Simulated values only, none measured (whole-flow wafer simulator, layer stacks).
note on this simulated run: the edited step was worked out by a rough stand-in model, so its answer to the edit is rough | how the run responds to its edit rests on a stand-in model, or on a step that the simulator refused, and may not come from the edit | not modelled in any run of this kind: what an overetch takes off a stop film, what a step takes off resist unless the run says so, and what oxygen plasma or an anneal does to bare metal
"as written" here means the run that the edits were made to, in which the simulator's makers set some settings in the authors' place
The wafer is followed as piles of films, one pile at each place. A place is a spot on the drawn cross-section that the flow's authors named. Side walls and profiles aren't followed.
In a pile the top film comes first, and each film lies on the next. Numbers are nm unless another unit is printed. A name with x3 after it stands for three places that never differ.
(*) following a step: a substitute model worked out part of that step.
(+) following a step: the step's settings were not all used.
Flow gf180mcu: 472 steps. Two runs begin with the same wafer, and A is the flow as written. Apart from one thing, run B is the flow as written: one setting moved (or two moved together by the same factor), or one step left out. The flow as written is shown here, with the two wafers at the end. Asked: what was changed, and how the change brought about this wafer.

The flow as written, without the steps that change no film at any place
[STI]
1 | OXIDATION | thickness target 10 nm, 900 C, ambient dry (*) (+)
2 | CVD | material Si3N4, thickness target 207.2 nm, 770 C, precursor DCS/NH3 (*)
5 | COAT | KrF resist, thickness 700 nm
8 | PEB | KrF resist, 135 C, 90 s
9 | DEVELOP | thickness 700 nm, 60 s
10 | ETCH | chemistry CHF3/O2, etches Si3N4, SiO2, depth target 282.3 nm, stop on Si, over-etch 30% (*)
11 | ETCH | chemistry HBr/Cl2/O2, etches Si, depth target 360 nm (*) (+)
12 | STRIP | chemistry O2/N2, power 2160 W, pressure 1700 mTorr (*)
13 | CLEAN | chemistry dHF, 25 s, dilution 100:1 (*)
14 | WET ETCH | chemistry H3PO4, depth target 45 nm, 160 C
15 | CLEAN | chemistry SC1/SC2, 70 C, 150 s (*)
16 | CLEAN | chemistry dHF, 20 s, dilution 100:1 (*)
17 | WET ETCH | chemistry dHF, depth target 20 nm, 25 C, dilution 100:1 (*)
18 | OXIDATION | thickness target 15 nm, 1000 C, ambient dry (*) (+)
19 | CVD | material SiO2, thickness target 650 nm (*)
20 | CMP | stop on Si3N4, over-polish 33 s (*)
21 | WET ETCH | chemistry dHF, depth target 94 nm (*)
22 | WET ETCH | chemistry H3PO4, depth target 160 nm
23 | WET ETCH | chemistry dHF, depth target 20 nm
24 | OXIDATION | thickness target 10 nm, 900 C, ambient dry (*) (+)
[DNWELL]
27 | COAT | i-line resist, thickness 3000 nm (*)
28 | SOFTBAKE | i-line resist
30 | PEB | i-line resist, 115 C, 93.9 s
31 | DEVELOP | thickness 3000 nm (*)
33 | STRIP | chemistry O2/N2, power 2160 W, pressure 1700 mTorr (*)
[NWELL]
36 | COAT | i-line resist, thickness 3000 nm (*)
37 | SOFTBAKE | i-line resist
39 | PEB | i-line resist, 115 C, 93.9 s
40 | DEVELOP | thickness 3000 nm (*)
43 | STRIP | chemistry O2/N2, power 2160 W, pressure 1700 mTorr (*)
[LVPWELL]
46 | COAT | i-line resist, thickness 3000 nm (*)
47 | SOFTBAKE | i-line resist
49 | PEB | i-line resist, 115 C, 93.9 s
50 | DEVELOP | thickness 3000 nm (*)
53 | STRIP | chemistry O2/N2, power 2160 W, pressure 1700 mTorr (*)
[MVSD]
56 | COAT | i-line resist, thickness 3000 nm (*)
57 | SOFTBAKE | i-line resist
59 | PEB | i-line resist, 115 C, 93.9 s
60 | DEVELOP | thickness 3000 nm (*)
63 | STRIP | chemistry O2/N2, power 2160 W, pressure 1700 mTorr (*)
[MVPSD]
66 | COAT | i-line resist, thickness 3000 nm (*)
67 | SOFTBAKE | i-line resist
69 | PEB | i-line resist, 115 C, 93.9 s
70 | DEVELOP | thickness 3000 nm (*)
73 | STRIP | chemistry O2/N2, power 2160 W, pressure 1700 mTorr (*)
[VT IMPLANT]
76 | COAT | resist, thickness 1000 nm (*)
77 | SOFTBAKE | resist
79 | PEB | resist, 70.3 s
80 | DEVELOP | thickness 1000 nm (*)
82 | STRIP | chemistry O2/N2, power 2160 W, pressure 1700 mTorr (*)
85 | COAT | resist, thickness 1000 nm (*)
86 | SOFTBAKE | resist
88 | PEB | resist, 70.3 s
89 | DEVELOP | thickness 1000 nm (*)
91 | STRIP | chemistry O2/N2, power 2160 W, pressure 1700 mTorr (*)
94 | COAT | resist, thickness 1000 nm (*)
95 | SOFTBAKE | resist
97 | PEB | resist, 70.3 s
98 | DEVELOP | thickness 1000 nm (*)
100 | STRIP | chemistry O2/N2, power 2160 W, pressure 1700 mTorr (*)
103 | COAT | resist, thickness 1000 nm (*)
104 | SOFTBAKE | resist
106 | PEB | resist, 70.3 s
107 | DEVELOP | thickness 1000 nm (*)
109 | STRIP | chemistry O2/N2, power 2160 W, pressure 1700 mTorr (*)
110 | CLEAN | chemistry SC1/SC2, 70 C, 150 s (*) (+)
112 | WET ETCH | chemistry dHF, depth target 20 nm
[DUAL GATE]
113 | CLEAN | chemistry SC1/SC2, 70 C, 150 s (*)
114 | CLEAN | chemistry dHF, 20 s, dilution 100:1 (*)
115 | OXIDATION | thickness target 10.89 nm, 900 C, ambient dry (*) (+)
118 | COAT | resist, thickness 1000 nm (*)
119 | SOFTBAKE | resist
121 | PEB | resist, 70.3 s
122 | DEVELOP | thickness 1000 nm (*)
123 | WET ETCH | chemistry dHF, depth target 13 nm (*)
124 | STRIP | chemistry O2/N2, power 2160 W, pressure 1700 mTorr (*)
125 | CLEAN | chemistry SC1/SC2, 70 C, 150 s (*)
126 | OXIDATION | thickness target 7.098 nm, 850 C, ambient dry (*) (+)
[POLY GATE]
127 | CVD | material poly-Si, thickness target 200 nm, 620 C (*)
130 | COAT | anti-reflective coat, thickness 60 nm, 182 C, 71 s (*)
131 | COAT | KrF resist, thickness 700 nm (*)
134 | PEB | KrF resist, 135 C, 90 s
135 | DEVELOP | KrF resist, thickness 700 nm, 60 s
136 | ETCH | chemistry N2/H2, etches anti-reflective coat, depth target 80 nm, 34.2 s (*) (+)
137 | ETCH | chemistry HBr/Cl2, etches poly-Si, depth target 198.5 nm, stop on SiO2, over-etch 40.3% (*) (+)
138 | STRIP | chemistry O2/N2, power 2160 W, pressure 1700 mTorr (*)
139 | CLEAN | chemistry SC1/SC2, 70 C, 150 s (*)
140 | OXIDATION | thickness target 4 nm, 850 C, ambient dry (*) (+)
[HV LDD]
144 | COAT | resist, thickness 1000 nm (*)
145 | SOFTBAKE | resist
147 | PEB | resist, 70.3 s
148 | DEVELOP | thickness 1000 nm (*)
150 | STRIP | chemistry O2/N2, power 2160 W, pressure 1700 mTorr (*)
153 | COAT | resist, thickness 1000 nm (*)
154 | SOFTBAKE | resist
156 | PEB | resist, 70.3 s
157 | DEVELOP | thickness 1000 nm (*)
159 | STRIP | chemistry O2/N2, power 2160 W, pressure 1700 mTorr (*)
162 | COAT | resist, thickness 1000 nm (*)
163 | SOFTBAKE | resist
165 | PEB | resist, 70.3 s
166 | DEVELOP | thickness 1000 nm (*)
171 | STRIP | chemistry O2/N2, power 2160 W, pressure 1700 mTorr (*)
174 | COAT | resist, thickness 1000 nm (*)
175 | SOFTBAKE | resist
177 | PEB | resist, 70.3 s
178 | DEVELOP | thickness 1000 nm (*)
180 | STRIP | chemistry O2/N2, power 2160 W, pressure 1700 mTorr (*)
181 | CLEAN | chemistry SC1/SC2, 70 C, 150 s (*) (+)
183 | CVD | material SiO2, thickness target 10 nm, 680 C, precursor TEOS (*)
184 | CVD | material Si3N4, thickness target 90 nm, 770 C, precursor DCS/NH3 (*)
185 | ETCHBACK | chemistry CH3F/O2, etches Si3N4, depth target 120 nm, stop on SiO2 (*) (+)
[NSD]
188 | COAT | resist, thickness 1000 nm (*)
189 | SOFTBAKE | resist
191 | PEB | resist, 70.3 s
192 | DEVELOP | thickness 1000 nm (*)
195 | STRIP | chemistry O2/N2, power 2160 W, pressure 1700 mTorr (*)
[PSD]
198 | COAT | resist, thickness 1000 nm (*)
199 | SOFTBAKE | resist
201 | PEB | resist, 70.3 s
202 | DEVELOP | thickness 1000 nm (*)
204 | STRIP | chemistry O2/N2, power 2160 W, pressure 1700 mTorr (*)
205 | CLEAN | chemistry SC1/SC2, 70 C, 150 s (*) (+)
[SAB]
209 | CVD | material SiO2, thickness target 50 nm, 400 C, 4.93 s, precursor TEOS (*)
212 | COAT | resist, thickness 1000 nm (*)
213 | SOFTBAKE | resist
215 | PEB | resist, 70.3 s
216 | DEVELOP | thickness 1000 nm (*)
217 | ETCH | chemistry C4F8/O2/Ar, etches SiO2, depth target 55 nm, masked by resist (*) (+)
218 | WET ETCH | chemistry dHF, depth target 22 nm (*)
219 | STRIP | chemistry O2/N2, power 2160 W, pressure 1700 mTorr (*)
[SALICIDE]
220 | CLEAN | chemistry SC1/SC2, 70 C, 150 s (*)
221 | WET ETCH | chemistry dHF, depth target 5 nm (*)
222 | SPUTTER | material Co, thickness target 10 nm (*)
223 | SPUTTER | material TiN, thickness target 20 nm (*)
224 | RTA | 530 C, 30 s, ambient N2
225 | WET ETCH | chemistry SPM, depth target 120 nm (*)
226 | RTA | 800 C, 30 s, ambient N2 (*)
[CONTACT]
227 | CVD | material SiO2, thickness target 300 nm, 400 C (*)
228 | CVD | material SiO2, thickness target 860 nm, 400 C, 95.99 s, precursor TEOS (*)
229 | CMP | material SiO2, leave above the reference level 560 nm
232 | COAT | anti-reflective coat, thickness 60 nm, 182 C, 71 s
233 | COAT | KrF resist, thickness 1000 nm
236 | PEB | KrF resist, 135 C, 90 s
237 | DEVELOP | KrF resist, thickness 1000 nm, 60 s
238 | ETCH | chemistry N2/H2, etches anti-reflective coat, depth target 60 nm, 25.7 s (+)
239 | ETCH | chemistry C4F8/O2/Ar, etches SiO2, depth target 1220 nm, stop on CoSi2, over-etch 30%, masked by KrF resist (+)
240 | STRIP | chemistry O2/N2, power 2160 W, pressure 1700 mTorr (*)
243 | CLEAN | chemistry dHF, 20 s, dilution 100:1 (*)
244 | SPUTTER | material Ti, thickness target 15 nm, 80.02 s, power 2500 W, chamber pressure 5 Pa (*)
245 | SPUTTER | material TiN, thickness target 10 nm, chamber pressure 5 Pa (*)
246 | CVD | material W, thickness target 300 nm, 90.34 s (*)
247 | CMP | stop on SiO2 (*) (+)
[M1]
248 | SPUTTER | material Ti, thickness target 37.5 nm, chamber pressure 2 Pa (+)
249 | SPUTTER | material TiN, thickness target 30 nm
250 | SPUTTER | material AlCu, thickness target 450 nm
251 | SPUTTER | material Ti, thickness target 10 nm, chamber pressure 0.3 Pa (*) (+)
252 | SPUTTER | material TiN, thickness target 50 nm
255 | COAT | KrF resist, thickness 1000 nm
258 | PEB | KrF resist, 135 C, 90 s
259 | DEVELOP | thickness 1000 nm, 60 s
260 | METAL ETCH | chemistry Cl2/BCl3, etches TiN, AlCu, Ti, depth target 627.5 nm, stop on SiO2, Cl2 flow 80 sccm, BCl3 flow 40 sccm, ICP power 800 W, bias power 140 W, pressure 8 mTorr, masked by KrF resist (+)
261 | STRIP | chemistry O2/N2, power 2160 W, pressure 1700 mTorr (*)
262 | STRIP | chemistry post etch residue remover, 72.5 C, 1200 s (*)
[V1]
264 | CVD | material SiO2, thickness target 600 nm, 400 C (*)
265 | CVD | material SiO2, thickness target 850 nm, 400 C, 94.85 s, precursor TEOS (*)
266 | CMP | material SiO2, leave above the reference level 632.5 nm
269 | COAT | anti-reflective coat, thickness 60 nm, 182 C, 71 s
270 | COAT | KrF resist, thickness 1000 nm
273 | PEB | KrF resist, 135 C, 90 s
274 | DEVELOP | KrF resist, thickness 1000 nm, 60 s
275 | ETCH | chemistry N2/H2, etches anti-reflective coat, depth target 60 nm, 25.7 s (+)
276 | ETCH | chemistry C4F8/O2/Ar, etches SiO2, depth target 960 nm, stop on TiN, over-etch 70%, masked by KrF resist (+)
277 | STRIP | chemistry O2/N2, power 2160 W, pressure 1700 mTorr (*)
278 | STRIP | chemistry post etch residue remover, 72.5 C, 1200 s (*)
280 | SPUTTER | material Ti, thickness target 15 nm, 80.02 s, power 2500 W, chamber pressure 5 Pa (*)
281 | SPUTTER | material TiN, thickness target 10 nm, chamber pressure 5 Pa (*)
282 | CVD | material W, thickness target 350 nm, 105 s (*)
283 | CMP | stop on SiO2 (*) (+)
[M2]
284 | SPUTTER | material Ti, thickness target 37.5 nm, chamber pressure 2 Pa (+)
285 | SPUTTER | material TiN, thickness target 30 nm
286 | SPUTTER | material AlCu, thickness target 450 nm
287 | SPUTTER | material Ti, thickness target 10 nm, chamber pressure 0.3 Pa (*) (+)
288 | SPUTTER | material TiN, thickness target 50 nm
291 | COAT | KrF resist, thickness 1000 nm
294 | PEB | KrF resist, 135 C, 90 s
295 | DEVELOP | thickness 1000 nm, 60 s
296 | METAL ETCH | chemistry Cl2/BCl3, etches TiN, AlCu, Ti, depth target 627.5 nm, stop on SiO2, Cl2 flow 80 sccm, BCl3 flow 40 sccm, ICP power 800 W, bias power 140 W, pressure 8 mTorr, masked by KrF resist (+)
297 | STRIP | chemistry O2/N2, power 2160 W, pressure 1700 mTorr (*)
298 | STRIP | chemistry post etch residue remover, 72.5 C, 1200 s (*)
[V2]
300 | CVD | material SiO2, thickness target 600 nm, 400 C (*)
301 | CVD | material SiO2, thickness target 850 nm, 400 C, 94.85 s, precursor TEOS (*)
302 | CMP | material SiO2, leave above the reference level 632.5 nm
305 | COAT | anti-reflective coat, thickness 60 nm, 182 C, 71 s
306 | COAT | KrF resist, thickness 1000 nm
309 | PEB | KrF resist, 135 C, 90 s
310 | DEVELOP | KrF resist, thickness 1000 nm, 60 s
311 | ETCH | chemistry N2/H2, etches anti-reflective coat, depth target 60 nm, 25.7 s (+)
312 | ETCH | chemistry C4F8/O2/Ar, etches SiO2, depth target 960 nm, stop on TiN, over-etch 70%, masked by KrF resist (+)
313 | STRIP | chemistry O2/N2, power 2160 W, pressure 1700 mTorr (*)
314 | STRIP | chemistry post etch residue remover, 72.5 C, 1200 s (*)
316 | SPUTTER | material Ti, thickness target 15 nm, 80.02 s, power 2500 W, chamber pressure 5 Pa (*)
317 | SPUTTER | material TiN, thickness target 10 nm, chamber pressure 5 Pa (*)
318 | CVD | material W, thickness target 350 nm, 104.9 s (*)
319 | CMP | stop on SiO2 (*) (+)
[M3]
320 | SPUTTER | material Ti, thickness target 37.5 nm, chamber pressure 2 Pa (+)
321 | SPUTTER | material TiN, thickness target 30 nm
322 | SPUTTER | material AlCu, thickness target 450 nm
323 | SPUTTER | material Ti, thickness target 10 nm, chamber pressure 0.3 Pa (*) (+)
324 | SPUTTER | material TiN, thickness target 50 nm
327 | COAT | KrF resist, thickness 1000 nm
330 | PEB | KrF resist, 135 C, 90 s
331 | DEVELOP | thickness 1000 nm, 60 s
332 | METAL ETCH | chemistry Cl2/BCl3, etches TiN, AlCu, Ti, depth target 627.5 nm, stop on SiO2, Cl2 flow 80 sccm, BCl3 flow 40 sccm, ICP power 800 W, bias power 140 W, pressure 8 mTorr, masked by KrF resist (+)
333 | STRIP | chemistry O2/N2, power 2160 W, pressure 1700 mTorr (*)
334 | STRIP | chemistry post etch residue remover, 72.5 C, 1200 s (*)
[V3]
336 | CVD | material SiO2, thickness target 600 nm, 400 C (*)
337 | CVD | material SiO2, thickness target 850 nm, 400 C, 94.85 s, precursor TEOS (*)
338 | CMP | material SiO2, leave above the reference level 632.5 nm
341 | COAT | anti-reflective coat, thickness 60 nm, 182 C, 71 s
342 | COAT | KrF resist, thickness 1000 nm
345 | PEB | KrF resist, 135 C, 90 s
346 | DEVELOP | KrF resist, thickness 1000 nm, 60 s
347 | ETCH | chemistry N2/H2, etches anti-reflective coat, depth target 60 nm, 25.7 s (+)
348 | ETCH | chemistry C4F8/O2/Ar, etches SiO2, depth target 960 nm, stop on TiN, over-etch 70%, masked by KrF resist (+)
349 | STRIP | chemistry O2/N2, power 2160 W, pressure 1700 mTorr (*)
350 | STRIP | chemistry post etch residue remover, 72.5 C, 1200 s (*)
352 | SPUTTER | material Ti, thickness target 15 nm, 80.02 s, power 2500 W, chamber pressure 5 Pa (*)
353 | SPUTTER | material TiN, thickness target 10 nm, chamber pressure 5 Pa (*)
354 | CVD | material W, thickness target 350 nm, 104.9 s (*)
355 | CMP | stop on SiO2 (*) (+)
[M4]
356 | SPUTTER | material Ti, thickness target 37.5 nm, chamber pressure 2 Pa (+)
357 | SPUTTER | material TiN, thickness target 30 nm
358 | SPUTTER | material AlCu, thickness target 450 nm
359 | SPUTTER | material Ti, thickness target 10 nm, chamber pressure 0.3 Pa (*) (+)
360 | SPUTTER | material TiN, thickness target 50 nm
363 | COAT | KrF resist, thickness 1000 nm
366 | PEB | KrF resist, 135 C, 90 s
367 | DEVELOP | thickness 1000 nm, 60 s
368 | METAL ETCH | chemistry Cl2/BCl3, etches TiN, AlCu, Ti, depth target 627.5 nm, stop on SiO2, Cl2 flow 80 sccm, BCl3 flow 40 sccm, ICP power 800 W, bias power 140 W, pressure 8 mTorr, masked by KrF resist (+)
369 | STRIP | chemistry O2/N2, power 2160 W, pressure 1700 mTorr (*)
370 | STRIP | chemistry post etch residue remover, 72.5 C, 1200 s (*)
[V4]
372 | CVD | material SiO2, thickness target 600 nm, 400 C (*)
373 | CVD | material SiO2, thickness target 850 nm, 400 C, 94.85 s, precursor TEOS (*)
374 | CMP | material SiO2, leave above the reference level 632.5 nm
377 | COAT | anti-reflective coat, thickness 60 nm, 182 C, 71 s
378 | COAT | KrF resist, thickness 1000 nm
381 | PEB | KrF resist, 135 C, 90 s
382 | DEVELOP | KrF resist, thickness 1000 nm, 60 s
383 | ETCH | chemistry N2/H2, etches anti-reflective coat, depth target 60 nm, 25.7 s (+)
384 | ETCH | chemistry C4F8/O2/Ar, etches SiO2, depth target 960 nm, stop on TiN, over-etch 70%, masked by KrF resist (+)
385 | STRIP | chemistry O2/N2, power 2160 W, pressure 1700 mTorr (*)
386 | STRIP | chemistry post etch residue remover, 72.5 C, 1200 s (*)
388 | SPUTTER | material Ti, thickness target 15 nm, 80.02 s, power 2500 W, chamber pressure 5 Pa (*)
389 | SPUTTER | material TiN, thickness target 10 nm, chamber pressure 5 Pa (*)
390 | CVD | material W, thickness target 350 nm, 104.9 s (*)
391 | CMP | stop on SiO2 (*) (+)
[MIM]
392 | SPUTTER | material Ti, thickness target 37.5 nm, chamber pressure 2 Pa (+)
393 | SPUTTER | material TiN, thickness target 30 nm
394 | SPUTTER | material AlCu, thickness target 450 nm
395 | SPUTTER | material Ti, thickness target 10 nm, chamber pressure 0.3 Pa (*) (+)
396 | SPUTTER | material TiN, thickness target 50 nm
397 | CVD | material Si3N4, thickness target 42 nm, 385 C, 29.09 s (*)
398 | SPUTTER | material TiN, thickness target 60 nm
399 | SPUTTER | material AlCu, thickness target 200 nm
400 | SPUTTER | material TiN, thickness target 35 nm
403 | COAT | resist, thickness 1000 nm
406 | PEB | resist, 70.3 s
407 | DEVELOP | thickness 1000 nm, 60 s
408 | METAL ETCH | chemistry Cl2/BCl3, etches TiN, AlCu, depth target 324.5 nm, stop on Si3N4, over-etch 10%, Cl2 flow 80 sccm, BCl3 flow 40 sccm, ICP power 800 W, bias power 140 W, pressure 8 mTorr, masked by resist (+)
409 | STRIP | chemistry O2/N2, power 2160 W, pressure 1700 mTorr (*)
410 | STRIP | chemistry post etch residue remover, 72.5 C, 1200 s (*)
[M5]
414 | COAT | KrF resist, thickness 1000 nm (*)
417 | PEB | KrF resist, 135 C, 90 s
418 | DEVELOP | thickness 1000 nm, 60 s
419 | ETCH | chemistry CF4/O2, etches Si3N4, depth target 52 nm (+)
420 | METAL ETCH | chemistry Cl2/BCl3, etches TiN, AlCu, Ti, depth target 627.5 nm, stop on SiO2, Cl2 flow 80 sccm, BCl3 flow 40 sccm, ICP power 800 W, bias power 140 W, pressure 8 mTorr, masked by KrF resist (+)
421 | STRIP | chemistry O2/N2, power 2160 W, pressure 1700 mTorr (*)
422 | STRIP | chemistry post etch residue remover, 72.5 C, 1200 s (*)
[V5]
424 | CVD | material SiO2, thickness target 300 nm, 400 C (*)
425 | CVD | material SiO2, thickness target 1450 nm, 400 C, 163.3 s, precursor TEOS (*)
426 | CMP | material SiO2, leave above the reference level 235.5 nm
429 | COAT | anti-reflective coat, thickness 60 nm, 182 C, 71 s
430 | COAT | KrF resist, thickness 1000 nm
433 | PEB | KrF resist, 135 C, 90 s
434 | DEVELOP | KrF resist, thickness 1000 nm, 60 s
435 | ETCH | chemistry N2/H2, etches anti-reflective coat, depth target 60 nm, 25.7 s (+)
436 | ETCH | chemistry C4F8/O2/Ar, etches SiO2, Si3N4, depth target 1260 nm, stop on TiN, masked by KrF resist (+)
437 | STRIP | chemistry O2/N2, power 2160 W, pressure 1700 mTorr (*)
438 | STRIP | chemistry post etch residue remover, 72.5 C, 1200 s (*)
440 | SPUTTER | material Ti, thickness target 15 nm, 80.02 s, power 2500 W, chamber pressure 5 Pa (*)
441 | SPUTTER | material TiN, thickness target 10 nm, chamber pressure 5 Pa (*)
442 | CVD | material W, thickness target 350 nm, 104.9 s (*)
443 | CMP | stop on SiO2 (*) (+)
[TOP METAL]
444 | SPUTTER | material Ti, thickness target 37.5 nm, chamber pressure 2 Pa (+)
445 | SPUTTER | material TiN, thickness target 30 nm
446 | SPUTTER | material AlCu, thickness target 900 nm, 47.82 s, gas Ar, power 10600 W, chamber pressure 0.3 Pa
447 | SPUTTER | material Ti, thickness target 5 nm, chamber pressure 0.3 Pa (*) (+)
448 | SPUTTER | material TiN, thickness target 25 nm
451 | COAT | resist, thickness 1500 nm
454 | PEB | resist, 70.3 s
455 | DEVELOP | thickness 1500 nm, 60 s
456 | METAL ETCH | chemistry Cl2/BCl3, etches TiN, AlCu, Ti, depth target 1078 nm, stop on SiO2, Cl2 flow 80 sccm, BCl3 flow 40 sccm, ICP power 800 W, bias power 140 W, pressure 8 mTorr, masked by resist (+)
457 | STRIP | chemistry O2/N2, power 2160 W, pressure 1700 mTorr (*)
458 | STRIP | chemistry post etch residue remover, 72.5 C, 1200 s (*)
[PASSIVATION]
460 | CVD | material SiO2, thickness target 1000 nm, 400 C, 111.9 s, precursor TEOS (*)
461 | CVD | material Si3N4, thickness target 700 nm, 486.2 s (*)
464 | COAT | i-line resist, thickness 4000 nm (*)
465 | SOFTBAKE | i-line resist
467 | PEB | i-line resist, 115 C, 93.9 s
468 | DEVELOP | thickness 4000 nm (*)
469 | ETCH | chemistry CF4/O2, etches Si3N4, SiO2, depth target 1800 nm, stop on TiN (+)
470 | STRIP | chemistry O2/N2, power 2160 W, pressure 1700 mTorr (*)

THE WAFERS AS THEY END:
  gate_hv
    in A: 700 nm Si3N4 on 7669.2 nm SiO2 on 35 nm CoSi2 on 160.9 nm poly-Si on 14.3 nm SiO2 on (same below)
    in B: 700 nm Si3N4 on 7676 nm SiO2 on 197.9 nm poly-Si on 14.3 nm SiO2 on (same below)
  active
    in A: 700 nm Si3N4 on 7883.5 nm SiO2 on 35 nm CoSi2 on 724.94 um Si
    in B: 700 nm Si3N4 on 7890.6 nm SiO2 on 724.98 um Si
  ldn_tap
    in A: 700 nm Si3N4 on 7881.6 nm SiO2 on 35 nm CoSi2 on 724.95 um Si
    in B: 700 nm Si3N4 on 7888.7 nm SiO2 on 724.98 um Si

What caused this: step 185, ETCHBACK: depth target 87 nm was run, while the flow as written has depth target 120 nm.

How this came from the change, step by step:
  185 | ETCHBACK | chemistry CH3F/O2, etches Si3N4, depth target 120 nm, stop on SiO2 (*) (+)
      field, field__w1, field__w2 and 100 more: A Si3N4 loses 90 (all of it), SiO2 loses 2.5 | B Si3N4 loses 87
  189 | SOFTBAKE | resist
      field__w9: A resist gains 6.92 | B resist loses 3.14
      nw_enc_fld_lv: A resist gains 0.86 | B resist gains 5.57
  199 | SOFTBAKE | resist
      field__w9: A resist gains 6.92 | B resist loses 3.14
      nw_enc_fld_lv: A resist gains 0.86 | B resist gains 5.57
  205 | CLEAN | chemistry SC1/SC2, 70 C, 150 s (*) (+)
      field, field__w1, field__w2 and 105 more: A SiO2 loses 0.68 | B Si3N4 loses 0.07
  209 | CVD | material SiO2, thickness target 50 nm, 400 C, 4.93 s, precursor TEOS (*)
      field, field__w7, field__w8 and 73 more: A SiO2 gains 50 | B SiO2 gains 50 (new film)
      field_sub__w1, field_sub__w3, field_sub__w4, field_sub__w5, ld_drift_n: A SiO2 gains 48.9 | B SiO2 gains 48.8 (new film)
      (also at 27 further places)
  217 | ETCH | chemistry C4F8/O2/Ar, etches SiO2, depth target 55 nm, masked by resist (*) (+)
      field, field__w7, field__w8 and 70 more: A SiO2 loses 55 | B SiO2 loses 50 (all of it), Si3N4 loses 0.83
      field_sub__w1, field_sub__w3, field_sub__w4, field_sub__w5, ld_drift_n: A SiO2 loses 55 | B SiO2 loses 48.8 (all of it), Si3N4 loses 1.03
      (also at 21 further places)
  218 | WET ETCH | chemistry dHF, depth target 22 nm (*)
      gate, gate_hv, gate_p and 22 more: A SiO2 loses 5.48 (all of it) | B Si3N4 loses 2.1 (all of it), SiO2 loses 4.4
      field__w7, field__w8, field__w11 and 14 more: A SiO2 loses 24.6 | B Si3N4 loses 2.1 (all of it), SiO2 loses 4.4
      (also at 57 further places)
  219 | STRIP | chemistry O2/N2, power 2160 W, pressure 1700 mTorr (*)
      gate, gate_hv, gate_p and 23 more: A chemical SiO2 gains 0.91 (new film), poly-Si loses 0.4 | B nothing
      active, p_well, sd_n and 20 more: A chemical SiO2 gains 0.91 (new film), Si loses 0.4 | B nothing
  220 | CLEAN | chemistry SC1/SC2, 70 C, 150 s (*)
      gate, gate_hv, gate_p and 23 more: A chemical SiO2 loses 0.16, poly-Si loses 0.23 | B SiO2 loses 0.68
      active, p_well, sd_n and 19 more: A chemical SiO2 loses 0.16, Si loses 0.23 | B SiO2 loses 0.68
  221 | WET ETCH | chemistry dHF, depth target 5 nm (*)
      active, gate, gate_hv and 35 more: A chemical SiO2 loses 0.76 (all of it) | B SiO2 loses 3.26
      p_well, active_hv, ld_body_p_dnw, sd_p_hv: A chemical SiO2 loses 0.76 (all of it) | B SiO2 loses 3.25
      (also at 8 further places)
  223 | SPUTTER | material TiN, thickness target 20 nm (*)
      ld_drift_p: A TiN gains 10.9 (new film) | B TiN gains 11.9 (new film)
      ld_drn_p: A TiN gains 16.4 (new film) | B TiN gains 15.8 (new film)
  224 | RTA | 530 C, 30 s, ambient N2
      gate, gate_hv, gate_p and 22 more: A under 1 film: CoSi gains 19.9 (new film), Co loses 10 (all of it), poly-Si loses 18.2 | B nothing
      active, p_well, sd_n and 11 more: A under 1 film: CoSi gains 19.9 (new film), Co loses 10 (all of it), Si loses 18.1 | B nothing
      (also at 10 further places)
  225 | WET ETCH | chemistry SPM, depth target 120 nm (*)
      active, p_well, gate and 36 more: A TiN loses 20 (all of it) | B TiN loses 20 (all of it), Co loses 10 (all of it)
      sd_p: A TiN loses 17.9 (all of it) | B TiN loses 18 (all of it), Co loses 9.11 (all of it)
      (also at 10 further places)
  226 | RTA | 800 C, 30 s, ambient N2 (*)
      gate, gate_hv, gate_p and 22 more: A CoSi2 gains 35 (new film), CoSi loses 19.9 (all of it), poly-Si loses 18.2 | B nothing
      active, p_well, sd_n and 11 more: A CoSi2 gains 35 (new film), CoSi loses 19.9 (all of it), Si loses 18.1 | B nothing
      (also at 10 further places)
  227 | CVD | material SiO2, thickness target 300 nm, 400 C (*)
      active, p_well, gate and 46 more: A SiO2 gains 300 (new film) | B SiO2 gains 300
  229 | CMP | material SiO2, leave above the reference level 560 nm
      ldn_sep__w1, ldn_sep__w2, ldn_dft and 8 more: A SiO2 loses 311 | B SiO2 loses 329.9
      sti, mim_1p0, pad, dice_street, iso_fld_sub: A SiO2 loses 296.8 | B SiO2 loses 315.7
      (also at 47 further places)
  ... 4 other steps ...
  471 | ANNEAL | 400 C, 1800 s, ambient N2/H2
      polyc_n, polyc_p: A nothing | B under 9 films: void gains 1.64 (new film), Ti loses 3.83, TiSi first gains 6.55 (new film), poly-Si loses 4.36
      contact: A nothing | B under 49 films: void gains 1.62 (new film), Ti loses 3.83, TiSi first gains 6.55 (new film), Si loses 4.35
Taking metal films that touch as one body, gate_hv has 0 bodies; the flow as written gives 1 body.
Taking metal films that touch as one body, active has 0 bodies; the flow as written gives 1 body.
Taking metal films that touch as one body, ldn_tap has 0 bodies; the flow as written gives 1 body.
